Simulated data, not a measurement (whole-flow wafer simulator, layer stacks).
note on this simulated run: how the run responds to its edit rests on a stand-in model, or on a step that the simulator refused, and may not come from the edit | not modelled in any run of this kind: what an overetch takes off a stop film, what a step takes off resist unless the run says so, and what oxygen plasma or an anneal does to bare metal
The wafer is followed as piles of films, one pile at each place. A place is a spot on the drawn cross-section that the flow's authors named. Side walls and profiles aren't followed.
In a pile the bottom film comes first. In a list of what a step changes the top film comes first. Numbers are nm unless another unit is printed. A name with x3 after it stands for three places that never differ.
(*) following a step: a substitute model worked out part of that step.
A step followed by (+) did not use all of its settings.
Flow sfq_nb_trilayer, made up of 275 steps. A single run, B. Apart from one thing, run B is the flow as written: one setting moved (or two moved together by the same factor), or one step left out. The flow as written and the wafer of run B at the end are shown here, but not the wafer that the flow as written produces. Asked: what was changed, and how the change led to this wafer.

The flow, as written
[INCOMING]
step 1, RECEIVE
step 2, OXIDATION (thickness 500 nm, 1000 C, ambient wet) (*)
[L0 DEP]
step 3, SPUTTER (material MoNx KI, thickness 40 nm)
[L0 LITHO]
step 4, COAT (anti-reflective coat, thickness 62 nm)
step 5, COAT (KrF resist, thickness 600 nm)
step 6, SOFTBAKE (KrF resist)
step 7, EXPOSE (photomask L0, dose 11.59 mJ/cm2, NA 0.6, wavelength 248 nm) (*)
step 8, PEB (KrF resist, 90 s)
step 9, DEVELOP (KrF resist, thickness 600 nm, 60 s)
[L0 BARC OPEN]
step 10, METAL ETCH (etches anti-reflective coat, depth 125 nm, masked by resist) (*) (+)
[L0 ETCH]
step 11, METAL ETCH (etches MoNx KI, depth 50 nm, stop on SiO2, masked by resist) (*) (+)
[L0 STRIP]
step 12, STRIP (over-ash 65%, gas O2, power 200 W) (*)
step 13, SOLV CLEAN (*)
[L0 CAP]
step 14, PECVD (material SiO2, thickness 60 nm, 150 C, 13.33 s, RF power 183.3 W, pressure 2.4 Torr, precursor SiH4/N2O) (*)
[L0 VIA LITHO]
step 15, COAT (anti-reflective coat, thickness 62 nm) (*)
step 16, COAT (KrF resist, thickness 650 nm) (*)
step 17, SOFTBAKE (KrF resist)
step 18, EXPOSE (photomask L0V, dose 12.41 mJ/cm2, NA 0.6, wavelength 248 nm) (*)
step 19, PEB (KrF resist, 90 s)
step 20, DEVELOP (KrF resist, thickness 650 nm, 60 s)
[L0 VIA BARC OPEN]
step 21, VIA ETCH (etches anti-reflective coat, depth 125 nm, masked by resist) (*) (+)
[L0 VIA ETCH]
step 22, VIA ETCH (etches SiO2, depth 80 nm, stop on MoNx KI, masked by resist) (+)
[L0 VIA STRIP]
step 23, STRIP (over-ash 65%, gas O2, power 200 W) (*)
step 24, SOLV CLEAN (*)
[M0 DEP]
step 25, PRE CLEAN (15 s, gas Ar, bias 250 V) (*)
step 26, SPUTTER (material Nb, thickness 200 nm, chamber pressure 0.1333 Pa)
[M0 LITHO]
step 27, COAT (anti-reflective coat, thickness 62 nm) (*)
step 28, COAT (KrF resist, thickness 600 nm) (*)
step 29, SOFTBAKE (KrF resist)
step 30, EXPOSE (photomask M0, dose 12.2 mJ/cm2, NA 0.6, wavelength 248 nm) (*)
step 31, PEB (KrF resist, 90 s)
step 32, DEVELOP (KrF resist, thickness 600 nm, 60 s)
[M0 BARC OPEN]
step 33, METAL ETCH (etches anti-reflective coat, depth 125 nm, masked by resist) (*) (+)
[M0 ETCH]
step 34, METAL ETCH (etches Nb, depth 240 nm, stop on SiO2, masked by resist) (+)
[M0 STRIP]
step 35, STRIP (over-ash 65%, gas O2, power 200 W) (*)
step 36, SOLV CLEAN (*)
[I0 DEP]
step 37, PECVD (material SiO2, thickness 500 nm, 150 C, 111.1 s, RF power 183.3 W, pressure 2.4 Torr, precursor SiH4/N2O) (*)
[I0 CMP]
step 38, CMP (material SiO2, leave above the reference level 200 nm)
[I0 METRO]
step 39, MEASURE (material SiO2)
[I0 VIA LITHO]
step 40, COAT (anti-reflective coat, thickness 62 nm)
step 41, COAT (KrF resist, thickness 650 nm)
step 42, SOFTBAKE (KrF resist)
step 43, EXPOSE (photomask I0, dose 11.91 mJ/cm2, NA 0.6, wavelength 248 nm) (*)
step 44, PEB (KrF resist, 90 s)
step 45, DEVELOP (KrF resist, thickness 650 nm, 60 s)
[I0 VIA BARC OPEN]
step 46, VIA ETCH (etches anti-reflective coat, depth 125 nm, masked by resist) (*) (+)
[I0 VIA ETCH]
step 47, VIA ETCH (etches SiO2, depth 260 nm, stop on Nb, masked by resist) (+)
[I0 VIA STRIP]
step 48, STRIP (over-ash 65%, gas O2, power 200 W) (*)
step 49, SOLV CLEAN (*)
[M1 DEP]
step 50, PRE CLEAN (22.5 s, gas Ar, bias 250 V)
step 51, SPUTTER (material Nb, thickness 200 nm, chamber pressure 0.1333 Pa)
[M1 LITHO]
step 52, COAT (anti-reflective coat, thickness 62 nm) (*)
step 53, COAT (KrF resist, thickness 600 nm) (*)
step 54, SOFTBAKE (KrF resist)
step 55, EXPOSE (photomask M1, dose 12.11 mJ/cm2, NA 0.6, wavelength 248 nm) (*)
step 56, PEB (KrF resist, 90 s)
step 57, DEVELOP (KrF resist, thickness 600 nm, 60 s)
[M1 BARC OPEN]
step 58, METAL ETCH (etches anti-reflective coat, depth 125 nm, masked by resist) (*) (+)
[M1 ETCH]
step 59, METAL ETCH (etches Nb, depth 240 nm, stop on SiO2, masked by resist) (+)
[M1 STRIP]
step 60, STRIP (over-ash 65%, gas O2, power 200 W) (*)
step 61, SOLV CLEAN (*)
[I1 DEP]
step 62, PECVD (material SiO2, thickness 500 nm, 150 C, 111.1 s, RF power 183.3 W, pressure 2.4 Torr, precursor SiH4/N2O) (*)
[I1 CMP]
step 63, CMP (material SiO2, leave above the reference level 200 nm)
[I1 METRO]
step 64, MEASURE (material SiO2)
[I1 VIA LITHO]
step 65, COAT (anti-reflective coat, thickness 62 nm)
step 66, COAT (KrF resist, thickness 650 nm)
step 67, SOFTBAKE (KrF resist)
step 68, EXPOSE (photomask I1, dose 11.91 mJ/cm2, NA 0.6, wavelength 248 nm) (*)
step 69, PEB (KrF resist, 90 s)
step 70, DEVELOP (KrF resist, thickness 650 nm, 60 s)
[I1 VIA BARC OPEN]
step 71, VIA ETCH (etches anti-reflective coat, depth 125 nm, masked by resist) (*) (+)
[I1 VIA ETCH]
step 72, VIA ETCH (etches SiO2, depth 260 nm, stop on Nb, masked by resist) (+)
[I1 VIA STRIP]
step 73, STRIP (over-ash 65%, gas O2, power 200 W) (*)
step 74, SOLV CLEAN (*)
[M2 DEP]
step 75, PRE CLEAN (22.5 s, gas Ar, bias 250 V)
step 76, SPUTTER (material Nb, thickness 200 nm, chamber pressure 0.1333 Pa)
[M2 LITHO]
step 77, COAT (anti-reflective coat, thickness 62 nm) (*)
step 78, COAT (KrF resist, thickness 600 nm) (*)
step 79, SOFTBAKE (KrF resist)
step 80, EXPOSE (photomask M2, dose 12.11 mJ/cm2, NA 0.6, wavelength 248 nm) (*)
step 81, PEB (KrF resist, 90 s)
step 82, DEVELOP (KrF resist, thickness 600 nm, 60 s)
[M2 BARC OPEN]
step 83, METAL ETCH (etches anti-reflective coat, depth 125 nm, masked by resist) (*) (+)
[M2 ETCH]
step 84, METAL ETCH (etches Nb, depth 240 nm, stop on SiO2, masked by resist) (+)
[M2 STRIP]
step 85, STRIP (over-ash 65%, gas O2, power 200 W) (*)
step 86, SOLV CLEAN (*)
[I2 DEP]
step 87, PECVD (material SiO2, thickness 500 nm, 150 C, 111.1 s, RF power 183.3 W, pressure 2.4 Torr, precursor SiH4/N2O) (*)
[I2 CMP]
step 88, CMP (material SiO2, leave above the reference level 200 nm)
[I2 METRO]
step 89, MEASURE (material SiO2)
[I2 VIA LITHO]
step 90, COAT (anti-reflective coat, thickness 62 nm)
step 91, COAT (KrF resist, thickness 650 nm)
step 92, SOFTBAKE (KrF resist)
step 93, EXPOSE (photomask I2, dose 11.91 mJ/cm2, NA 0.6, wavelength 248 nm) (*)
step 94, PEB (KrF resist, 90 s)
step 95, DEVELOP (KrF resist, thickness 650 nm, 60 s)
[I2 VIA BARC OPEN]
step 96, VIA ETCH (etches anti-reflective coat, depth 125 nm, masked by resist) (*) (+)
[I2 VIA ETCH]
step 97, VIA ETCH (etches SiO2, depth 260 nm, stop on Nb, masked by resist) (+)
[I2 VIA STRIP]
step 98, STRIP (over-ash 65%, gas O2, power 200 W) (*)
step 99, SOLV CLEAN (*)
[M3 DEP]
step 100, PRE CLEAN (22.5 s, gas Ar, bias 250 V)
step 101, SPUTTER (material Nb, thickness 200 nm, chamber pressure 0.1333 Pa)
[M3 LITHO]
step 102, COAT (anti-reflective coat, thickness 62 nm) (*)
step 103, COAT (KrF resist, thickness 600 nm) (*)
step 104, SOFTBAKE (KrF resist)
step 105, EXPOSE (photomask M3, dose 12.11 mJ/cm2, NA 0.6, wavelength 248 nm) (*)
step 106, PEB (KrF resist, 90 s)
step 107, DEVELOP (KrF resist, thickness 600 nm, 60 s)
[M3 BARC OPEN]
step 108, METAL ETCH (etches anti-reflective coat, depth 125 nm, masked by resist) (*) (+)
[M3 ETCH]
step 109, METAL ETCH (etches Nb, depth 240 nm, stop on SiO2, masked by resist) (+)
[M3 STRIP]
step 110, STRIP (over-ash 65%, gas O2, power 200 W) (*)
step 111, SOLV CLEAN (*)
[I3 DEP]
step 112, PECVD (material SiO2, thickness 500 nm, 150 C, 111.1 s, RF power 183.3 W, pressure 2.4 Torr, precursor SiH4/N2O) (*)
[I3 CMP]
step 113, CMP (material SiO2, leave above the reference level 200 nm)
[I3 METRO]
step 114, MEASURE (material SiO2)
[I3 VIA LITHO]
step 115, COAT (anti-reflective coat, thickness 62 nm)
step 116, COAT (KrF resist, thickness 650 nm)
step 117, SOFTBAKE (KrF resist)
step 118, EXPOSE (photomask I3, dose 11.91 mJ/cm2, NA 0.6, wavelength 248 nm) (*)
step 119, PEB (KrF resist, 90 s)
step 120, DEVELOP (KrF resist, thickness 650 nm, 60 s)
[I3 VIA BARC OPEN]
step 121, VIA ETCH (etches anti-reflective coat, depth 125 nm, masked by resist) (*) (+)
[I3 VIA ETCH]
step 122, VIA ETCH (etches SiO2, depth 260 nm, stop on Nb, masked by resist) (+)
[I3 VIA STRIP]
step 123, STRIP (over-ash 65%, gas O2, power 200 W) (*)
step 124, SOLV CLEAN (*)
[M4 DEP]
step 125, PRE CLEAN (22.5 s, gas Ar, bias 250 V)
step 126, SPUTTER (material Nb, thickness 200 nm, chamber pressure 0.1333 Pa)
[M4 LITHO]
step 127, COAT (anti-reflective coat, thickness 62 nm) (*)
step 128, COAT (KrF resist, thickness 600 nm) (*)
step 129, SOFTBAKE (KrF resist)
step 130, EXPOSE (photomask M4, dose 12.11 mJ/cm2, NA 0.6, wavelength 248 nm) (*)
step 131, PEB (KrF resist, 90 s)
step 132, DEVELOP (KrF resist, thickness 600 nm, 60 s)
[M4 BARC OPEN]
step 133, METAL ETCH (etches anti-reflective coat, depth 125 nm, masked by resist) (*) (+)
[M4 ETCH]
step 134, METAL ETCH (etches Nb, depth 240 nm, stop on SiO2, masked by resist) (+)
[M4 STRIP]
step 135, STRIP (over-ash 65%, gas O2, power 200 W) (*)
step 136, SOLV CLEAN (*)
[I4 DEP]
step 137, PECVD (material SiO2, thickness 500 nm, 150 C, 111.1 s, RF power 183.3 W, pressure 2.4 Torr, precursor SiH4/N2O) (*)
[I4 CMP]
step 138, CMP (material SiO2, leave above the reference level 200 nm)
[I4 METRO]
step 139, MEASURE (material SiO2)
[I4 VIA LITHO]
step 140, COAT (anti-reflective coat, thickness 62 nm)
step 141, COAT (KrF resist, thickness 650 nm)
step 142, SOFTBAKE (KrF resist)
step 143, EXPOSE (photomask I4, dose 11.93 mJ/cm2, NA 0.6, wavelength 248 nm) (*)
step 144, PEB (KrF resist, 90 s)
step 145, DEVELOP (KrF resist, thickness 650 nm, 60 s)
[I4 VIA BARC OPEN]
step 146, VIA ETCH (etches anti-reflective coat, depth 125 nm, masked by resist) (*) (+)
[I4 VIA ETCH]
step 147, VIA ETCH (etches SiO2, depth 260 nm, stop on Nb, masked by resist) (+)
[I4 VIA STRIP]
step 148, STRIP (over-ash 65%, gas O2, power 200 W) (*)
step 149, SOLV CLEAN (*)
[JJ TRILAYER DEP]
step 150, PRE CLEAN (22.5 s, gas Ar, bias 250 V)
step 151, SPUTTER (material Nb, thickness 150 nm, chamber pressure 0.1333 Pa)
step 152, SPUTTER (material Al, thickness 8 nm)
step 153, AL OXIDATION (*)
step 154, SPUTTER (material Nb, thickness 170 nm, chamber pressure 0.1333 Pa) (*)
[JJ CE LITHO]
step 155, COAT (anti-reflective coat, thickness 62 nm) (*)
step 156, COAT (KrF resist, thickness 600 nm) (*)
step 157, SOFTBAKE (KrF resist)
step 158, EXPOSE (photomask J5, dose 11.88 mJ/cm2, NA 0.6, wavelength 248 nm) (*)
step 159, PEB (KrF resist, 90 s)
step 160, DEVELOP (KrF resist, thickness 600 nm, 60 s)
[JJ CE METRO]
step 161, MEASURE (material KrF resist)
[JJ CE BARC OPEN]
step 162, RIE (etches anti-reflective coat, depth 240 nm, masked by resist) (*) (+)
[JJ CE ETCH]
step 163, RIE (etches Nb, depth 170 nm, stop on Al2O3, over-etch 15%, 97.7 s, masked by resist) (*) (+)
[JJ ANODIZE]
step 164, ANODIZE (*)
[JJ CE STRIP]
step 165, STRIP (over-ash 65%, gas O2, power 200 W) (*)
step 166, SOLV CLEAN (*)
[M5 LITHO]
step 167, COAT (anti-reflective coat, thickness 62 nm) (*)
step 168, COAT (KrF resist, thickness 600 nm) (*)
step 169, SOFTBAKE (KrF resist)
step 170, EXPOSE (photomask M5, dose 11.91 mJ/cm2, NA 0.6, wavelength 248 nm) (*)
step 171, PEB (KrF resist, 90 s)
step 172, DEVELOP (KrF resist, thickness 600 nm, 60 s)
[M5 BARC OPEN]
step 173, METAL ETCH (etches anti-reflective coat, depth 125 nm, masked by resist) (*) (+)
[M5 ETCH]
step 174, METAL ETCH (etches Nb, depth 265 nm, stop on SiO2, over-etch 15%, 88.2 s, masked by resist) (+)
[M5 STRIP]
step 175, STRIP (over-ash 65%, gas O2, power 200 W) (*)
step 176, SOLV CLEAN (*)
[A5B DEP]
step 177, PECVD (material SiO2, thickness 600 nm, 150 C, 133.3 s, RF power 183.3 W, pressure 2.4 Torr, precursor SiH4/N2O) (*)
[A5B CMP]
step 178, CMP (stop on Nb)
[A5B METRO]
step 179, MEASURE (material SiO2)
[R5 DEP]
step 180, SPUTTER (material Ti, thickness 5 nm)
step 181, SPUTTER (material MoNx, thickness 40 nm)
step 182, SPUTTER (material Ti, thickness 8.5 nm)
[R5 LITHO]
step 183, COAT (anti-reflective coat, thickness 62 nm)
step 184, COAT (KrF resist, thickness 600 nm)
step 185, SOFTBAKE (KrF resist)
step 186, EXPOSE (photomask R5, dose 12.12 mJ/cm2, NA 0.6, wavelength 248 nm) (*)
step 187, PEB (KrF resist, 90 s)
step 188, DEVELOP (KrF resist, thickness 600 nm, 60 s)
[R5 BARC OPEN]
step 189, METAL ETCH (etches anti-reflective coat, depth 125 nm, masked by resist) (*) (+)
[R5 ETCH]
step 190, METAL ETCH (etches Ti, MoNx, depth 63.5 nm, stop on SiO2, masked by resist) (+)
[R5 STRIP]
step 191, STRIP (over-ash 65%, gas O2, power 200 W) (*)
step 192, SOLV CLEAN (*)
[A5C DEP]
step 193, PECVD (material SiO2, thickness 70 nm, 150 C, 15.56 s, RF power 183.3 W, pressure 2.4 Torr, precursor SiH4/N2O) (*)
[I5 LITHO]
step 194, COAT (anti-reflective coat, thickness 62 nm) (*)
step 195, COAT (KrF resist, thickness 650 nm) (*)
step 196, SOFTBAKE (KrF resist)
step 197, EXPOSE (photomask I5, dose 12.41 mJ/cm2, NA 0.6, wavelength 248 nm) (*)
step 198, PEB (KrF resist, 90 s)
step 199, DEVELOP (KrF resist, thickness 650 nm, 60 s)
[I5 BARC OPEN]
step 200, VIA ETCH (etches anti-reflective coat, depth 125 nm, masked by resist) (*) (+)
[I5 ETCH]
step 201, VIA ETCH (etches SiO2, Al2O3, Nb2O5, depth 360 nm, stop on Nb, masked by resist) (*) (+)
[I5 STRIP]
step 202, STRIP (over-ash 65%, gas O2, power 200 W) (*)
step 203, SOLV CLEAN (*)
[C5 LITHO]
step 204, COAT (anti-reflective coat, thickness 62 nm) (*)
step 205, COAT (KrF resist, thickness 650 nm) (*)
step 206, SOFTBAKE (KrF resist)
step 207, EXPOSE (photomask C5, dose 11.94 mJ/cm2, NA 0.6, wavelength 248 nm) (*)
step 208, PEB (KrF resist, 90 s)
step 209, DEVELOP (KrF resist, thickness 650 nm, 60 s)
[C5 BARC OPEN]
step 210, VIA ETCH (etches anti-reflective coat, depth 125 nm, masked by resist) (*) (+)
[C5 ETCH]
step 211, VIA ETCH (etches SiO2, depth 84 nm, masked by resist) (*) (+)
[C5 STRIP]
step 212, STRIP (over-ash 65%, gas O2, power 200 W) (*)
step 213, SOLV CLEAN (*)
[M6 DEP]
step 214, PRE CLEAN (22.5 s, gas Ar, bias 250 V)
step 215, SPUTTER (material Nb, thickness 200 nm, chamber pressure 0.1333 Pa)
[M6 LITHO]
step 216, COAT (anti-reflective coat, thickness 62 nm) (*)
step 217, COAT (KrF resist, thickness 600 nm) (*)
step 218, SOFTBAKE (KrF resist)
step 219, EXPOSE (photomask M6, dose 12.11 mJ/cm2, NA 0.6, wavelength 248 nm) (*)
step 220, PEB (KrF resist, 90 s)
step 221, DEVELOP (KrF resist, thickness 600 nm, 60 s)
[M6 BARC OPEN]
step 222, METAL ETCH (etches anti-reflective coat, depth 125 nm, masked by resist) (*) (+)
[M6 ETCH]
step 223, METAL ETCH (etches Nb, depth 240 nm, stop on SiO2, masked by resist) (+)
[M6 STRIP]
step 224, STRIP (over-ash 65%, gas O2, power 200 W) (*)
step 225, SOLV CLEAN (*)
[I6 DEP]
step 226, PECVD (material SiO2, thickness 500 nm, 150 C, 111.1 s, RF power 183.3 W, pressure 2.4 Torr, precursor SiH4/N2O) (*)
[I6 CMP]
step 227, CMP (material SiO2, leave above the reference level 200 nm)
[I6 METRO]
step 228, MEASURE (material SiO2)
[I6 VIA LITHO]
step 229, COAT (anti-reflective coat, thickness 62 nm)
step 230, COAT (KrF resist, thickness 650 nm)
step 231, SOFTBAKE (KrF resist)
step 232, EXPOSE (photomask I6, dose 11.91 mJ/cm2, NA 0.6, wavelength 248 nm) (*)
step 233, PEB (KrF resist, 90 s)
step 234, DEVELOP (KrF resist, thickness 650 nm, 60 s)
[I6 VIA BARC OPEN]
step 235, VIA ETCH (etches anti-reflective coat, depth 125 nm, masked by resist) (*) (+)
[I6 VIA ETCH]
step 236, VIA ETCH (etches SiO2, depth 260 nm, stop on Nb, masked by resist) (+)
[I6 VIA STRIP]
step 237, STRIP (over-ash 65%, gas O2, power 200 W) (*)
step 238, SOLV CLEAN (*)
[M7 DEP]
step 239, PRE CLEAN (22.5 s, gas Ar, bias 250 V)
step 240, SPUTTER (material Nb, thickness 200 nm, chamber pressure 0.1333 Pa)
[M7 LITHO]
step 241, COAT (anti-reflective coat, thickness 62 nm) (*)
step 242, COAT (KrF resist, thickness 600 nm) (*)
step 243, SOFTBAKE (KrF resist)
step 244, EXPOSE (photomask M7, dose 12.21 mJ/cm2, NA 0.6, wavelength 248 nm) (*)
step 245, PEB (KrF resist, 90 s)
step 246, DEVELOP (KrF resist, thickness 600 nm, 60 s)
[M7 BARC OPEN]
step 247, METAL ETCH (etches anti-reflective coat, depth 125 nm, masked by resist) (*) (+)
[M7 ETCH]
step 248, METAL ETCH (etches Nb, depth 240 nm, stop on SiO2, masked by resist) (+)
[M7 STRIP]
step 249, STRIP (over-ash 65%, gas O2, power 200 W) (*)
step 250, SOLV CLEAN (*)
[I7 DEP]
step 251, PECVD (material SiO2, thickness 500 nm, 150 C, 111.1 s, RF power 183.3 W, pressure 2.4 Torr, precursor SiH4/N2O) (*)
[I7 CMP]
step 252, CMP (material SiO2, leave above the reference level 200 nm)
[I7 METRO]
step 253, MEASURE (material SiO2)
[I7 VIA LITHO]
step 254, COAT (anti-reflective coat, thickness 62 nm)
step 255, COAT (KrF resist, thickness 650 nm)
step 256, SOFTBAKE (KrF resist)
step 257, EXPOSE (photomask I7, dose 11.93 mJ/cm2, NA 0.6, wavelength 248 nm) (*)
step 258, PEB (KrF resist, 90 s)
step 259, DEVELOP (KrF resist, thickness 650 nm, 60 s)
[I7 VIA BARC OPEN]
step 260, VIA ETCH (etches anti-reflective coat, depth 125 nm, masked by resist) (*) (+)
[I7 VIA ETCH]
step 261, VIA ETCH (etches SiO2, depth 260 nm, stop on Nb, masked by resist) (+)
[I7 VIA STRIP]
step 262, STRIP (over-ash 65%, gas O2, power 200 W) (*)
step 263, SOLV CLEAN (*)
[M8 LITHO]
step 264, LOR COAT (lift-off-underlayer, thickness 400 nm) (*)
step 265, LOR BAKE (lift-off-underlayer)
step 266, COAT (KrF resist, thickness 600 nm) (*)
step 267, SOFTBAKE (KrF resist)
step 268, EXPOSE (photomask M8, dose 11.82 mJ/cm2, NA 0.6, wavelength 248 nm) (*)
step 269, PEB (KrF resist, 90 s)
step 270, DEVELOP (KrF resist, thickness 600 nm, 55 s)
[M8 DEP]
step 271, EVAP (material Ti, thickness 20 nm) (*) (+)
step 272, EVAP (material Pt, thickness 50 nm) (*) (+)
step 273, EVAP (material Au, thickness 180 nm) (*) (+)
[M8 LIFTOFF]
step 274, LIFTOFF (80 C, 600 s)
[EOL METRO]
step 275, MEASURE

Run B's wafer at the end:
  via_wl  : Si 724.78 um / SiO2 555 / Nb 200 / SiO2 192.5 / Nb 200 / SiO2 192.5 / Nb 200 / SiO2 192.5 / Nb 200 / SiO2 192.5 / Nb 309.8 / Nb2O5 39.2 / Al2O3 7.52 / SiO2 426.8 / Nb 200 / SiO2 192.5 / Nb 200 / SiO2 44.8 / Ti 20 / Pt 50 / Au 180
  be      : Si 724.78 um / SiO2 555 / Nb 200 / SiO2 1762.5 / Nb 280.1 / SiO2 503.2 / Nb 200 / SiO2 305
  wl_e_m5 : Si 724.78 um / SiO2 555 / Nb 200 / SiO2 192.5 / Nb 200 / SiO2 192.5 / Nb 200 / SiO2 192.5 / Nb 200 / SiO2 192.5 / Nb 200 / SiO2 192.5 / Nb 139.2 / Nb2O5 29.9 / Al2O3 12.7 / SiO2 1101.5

The reason: step 252, CMP: leave above the reference level 305 nm was run, whereas the flow has leave above the reference level 200 nm.
The wafer lets one read it off: be has SiO2 305, and step 252 as written asks for 200 nm.

The path from the change to this, step by step:
  step 252, CMP (material SiO2, leave above the reference level 200 nm)
      field_l, p4_fl, p4_fm and 56 more: nothing (it would be, as written: SiO2 loses 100)
      field_r, lsp_l: nothing (it would be, as written: SiO2 loses 77.7)
      (and at 45 other places as well)
  step 254, COAT (anti-reflective coat, thickness 62 nm)
      m5r_linepad_l x2: anti-reflective coat gains 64 (new film) (it would be, as written: anti-reflective coat gains 62 (new film))
      r5r_spacepad_l, r5r_spacepad_r: anti-reflective coat gains 64.1 (new film) (it would be, as written: anti-reflective coat gains 62 (new film))
      (and at 9 other places as well)
  step 261, VIA ETCH (etches SiO2, depth 260 nm, stop on Nb, masked by resist) (+)
      via_wl, via_w, via_wr: SiO2 loses 260 (it would be, as written: SiO2 loses 199.8 (all of it))
  step 262, STRIP (over-ash 65%, gas O2, power 200 W) (*)
      m5r_linepad_l x2: KrF resist loses 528 (all of it), anti-reflective coat loses 64 (all of it) (it would be, as written: KrF resist loses 528.6 (all of it), anti-reflective coat loses 62 (all of it))
      r5r_spacepad_l, r5r_spacepad_r: KrF resist loses 528.2 (all of it), anti-reflective coat loses 64.1 (all of it) (it would be, as written: KrF resist loses 528.6 (all of it), anti-reflective coat loses 62 (all of it))
      (and at 9 other places as well)
  step 264, LOR COAT (lift-off-underlayer, thickness 400 nm) (*)
      v_sur: lift-off-underlayer gains 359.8 (new film) (it would be, as written: lift-off-underlayer gains 369.4 (new film))
      via_wl: lift-off-underlayer gains 593.1 (new film) (it would be, as written: lift-off-underlayer gains 549.8 (new film))
      (and at 6 other places as well)
  step 270, DEVELOP (KrF resist, thickness 600 nm, 55 s)
      v_sur: KrF resist loses 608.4 (all of it), lift-off-underlayer loses 359.8 (all of it) (it would be, as written: KrF resist loses 607.3 (all of it), lift-off-underlayer loses 369.4 (all of it))
      via_wl: KrF resist loses 631.3 (all of it), lift-off-underlayer loses 593.1 (all of it) (it would be, as written: KrF resist loses 623.9 (all of it), lift-off-underlayer loses 549.8 (all of it))
      (and at 3 other places as well)
  step 274, LIFTOFF (80 C, 600 s)
      field_r: Au loses 180 (all of it), Pt loses 50 (all of it), Ti loses 20 (all of it), KrF resist loses 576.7 (all of it), lift-off-underlayer loses 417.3 (all of it) (it would be, as written: Au loses 180 (all of it), Pt loses 50 (all of it), Ti loses 20 (all of it), KrF resist loses 573.5 (all of it), lift-off-underlayer loses 399.6 (all of it))
      lsp_l: Au loses 180 (all of it), Pt loses 50 (all of it), Ti loses 20 (all of it), KrF resist loses 577.3 (all of it), lift-off-underlayer loses 416.3 (all of it) (it would be, as written: Au loses 180 (all of it), Pt loses 50 (all of it), Ti loses 20 (all of it), KrF resist loses 573.4 (all of it), lift-off-underlayer loses 399.6 (all of it))
      (and at 1 other place as well)
Taking metal films that touch as one body, via_wl has 8 bodies (between them, from the top down: SiO2 44.8; SiO2 192.5; SiO2 426.8 / Al2O3 7.52 / Nb2O5 39.2; SiO2 192.5; SiO2 192.5; SiO2 192.5; SiO2 192.5); the flow as written gives 7 bodies (between them, from the top down: SiO2 192.5; SiO2 426.8 / Al2O3 7.52 / Nb2O5 39.2; SiO2 192.5; SiO2 192.5; SiO2 192.5; SiO2 192.5).
